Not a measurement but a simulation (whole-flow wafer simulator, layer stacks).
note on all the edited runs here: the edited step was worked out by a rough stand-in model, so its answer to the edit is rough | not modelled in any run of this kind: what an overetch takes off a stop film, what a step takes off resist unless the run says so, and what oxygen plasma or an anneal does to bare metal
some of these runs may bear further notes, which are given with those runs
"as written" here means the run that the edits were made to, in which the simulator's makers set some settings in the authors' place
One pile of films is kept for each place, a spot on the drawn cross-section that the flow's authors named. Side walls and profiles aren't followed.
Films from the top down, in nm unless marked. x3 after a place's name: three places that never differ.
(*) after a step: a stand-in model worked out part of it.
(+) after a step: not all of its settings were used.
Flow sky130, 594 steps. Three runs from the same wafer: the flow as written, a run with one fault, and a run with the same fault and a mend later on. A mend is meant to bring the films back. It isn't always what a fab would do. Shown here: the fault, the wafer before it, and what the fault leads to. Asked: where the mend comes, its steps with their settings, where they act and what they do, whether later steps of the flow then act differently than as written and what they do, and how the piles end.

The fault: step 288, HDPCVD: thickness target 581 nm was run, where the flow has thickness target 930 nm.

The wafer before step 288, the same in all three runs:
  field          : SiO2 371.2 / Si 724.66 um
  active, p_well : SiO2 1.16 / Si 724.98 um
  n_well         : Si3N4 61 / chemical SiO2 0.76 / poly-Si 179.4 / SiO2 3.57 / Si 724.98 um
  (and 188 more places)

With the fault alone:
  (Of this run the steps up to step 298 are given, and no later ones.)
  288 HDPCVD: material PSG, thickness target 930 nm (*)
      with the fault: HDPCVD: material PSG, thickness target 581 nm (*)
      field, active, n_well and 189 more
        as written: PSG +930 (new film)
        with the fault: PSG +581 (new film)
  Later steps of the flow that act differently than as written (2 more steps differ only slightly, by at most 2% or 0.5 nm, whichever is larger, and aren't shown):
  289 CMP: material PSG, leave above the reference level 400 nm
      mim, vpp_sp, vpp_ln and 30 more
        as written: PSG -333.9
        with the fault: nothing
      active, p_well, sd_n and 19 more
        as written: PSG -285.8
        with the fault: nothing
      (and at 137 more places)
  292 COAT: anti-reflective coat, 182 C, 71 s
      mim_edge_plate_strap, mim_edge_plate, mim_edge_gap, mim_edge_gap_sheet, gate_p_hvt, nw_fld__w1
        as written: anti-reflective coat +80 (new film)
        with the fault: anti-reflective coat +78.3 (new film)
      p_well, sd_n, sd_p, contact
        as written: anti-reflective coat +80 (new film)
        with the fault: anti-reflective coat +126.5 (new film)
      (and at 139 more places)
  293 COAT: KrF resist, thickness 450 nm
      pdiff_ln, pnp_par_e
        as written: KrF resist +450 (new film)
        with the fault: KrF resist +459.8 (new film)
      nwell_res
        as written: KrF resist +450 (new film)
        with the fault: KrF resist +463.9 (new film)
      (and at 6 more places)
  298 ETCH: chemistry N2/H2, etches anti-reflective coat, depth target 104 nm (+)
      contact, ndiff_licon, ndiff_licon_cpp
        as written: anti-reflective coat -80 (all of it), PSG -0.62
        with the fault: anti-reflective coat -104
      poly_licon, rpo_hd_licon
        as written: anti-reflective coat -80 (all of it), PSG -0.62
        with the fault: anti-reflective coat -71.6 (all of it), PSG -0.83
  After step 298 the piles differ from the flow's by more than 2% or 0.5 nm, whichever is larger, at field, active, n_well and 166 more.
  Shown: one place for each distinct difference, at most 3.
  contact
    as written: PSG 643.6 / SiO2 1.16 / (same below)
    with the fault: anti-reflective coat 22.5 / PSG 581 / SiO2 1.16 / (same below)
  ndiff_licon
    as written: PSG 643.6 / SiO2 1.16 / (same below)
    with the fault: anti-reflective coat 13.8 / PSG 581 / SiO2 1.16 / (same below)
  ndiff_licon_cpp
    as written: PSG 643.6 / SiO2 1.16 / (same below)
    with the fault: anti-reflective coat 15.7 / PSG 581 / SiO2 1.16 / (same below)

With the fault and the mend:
  The mend comes after step 288.
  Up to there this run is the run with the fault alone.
  288a HDPCVD: material PSG, thickness target 349 nm (*) (the flow's step 288 once more, with other settings)
      field, active, n_well and 189 more
        PSG +349
  No later step of the flow acts differently than as written, at any place that is followed, by more than 2% or 0.5 nm, whichever is larger.
  At the end the piles differ from the flow's only slightly at the places that both follow, by at most 2% or 0.5 nm, whichever is larger.
